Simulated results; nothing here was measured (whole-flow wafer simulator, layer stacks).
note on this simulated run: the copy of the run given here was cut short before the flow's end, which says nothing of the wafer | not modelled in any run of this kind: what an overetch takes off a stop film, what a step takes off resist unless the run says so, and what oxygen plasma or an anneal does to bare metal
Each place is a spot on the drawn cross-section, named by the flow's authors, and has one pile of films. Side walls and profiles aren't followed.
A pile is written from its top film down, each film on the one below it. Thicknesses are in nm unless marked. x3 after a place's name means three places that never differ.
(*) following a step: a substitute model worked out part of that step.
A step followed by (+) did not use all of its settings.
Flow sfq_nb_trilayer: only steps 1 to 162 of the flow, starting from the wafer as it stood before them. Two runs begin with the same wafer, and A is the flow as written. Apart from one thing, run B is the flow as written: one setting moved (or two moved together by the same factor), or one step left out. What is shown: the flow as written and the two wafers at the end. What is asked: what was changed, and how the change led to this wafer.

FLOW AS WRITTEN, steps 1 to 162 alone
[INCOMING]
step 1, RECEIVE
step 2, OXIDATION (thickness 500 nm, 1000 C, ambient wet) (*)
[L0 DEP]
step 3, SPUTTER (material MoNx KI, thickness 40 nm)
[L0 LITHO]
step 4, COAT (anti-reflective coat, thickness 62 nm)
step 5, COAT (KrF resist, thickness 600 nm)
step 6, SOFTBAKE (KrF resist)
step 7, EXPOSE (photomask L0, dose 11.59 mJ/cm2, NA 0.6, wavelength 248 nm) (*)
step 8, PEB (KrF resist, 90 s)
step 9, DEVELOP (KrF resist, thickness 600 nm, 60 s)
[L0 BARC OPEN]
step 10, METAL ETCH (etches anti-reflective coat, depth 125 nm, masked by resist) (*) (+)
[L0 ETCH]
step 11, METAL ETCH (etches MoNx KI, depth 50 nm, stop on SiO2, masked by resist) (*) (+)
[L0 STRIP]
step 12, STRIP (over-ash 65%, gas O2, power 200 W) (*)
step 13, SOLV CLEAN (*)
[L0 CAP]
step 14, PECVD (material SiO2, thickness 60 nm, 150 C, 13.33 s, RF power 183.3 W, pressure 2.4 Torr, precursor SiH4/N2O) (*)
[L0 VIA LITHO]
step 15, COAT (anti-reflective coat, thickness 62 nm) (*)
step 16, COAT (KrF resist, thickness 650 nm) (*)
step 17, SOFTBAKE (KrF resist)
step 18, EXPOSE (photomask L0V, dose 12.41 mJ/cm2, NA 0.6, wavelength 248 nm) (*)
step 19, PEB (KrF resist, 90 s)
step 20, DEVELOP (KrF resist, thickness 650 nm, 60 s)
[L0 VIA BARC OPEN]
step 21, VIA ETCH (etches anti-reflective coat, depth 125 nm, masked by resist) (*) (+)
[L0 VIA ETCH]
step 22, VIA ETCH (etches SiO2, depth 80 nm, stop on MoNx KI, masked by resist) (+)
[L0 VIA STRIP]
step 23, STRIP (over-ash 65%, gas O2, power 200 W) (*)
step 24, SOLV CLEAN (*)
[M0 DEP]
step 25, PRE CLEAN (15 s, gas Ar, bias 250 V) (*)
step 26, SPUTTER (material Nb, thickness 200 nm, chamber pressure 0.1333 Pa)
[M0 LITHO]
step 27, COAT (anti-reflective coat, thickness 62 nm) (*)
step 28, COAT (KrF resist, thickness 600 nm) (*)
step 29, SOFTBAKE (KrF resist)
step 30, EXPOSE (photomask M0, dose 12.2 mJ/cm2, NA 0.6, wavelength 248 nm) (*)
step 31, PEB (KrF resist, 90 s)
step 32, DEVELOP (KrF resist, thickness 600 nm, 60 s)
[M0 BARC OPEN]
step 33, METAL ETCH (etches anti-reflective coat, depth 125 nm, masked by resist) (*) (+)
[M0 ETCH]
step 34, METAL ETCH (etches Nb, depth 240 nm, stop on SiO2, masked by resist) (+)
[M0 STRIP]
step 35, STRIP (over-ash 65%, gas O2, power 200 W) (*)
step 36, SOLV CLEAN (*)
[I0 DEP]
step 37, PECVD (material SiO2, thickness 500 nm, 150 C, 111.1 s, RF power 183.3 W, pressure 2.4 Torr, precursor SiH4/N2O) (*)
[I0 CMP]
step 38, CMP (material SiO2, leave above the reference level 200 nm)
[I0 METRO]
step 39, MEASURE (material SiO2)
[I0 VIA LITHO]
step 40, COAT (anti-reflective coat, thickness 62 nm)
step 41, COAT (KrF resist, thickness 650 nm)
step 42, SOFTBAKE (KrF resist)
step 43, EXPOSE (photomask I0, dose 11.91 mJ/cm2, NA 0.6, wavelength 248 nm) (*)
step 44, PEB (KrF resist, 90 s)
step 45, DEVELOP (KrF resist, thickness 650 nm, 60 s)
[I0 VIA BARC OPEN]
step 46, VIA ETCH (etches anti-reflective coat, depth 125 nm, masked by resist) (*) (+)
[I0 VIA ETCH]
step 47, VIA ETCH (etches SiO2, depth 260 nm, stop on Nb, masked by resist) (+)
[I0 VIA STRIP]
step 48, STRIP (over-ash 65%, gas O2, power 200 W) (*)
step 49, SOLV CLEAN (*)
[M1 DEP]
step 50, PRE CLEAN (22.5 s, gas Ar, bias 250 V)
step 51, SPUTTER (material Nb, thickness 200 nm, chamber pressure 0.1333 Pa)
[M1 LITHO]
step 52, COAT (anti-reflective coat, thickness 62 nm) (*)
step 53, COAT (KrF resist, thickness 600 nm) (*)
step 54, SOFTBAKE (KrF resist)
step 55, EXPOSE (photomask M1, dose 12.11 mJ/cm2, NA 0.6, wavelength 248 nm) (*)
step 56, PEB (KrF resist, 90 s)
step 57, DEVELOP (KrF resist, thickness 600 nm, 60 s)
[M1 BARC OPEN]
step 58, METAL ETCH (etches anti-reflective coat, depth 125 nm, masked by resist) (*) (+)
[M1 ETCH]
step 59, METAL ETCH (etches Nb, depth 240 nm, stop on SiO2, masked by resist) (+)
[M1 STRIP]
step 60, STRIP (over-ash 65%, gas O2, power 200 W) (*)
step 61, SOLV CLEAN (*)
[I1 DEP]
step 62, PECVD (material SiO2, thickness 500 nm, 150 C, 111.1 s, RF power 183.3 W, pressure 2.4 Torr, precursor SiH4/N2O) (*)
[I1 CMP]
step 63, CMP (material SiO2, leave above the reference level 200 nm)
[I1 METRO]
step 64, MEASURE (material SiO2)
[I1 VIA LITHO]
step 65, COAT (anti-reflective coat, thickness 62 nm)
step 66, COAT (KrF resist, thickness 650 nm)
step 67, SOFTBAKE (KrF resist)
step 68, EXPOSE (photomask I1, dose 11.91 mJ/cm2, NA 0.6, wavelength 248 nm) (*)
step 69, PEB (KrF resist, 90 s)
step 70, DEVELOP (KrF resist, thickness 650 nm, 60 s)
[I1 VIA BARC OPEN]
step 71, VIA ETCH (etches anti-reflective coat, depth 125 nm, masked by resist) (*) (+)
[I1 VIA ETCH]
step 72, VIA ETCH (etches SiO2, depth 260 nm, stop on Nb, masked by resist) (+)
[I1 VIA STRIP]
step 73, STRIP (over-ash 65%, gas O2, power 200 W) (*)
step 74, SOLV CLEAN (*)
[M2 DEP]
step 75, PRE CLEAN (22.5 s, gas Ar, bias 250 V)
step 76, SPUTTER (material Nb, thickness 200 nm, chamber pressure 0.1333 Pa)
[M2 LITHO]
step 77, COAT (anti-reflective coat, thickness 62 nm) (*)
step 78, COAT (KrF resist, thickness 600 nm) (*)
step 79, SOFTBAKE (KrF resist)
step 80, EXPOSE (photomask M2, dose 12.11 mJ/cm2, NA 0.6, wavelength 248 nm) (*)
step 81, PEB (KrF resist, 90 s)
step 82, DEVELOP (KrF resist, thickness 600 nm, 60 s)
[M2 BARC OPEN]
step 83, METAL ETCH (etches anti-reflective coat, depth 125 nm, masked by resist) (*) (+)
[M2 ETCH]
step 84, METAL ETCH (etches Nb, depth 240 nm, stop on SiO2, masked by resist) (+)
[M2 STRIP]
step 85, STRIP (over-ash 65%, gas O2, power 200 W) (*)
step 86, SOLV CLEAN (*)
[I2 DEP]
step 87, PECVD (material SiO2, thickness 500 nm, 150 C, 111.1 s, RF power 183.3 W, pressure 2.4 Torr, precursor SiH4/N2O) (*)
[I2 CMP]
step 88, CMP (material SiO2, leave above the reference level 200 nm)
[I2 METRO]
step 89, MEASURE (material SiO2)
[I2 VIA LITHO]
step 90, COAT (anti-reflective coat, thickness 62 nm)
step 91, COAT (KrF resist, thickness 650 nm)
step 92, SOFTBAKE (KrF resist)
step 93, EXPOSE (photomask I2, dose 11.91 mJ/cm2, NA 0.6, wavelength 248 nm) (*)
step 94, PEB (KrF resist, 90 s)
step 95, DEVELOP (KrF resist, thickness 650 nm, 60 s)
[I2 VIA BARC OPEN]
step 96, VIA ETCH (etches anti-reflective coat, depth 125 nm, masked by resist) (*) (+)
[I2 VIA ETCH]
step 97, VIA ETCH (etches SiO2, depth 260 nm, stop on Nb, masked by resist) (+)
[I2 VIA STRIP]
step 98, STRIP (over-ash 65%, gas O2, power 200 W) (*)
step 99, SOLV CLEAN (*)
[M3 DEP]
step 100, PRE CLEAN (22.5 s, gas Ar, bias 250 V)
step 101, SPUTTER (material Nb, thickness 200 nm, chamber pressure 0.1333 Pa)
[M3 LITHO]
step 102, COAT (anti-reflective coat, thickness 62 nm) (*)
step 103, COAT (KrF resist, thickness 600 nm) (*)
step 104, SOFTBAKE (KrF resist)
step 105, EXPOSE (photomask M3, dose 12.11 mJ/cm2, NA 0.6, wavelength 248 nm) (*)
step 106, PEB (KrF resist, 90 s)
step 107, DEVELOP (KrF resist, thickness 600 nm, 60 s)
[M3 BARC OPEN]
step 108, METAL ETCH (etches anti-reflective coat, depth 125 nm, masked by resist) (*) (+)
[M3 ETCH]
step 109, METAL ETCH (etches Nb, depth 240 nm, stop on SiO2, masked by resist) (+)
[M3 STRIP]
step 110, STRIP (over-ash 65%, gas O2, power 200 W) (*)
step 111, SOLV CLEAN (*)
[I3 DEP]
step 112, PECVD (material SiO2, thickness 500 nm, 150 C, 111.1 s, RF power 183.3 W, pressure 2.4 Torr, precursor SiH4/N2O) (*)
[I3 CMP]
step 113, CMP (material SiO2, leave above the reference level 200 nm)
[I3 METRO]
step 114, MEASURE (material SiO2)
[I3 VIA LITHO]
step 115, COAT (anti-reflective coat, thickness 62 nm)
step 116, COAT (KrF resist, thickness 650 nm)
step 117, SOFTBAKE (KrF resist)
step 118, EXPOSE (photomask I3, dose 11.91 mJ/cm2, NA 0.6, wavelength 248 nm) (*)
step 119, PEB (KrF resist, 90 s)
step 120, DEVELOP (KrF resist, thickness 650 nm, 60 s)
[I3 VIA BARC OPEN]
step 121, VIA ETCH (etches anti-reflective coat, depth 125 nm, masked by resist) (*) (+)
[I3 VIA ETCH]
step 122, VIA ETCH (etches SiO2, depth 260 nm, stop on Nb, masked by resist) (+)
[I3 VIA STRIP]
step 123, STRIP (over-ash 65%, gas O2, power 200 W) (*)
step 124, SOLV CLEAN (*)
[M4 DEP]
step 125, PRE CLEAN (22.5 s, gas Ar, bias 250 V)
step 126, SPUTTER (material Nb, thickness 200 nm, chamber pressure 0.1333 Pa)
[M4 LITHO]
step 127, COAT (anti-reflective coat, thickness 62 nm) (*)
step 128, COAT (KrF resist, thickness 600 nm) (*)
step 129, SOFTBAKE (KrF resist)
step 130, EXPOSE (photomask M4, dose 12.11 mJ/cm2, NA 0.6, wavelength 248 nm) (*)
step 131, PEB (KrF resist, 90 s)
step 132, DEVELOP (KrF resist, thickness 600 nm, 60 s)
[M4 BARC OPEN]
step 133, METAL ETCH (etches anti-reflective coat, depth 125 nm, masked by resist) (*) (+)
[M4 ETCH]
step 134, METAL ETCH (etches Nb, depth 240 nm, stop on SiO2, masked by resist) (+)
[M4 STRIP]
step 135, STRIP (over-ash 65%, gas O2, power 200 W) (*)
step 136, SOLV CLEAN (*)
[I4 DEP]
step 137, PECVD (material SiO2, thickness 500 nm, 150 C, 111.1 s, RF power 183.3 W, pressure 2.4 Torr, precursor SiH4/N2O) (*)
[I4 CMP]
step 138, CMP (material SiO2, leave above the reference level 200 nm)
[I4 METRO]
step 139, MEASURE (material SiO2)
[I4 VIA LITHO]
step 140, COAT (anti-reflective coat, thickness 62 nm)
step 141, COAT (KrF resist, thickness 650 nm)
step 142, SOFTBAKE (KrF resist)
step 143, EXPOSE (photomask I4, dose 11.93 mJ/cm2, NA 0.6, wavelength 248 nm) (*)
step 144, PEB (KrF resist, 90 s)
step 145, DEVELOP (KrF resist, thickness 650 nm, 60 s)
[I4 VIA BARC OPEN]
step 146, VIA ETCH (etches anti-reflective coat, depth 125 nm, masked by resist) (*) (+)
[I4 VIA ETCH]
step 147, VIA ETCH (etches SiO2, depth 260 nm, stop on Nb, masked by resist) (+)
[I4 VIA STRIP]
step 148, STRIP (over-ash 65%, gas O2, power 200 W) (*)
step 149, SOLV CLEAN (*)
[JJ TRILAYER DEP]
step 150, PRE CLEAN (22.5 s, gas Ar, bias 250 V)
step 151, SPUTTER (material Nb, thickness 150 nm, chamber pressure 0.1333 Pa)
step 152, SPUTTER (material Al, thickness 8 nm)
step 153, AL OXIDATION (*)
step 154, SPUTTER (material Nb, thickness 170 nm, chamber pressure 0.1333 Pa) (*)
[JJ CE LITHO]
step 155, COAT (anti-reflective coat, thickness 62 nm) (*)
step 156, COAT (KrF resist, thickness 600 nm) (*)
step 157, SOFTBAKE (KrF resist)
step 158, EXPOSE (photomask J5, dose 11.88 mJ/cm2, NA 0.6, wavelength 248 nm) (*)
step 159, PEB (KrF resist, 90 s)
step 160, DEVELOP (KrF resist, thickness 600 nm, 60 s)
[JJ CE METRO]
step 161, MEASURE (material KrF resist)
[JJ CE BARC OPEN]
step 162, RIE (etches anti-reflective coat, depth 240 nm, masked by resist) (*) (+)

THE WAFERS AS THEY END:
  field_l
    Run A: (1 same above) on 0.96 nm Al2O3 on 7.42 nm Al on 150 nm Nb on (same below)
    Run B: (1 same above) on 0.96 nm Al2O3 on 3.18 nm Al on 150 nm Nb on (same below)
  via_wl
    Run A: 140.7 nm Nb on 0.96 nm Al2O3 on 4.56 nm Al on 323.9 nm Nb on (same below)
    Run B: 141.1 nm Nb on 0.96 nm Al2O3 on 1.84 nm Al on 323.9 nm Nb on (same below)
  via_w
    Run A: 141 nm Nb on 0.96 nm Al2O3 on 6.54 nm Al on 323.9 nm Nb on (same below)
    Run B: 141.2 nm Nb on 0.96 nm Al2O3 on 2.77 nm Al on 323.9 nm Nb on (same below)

What caused this: step 152, SPUTTER: thickness 3.76 nm was run, though the flow has thickness 8 nm.

Step by step, how the change led to this:
  step 152, SPUTTER (material Al, thickness 8 nm)
      field_l, v_sur, via_sp and 100 more: A +8 Al (new film) | B +3.76 Al (new film)
      via_wl, via_wr: A +5.14 Al (new film) | B +2.42 Al (new film)
      (also at 1 further place)
  step 155, COAT (anti-reflective coat, thickness 62 nm) (*)
      via_wl, via_wr: A +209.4 anti-reflective coat (new film) | B +203.4 anti-reflective coat (new film)
  step 162, RIE (etches anti-reflective coat, depth 240 nm, masked by resist) (*) (+)
      ce_l, c5j, ce_r, wl_jj: A -209.4 KrF resist | B -203.4 KrF resist
      via_wl, via_wr: A -209.4 anti-reflective coat (all of it) | B -203.4 anti-reflective coat (all of it)
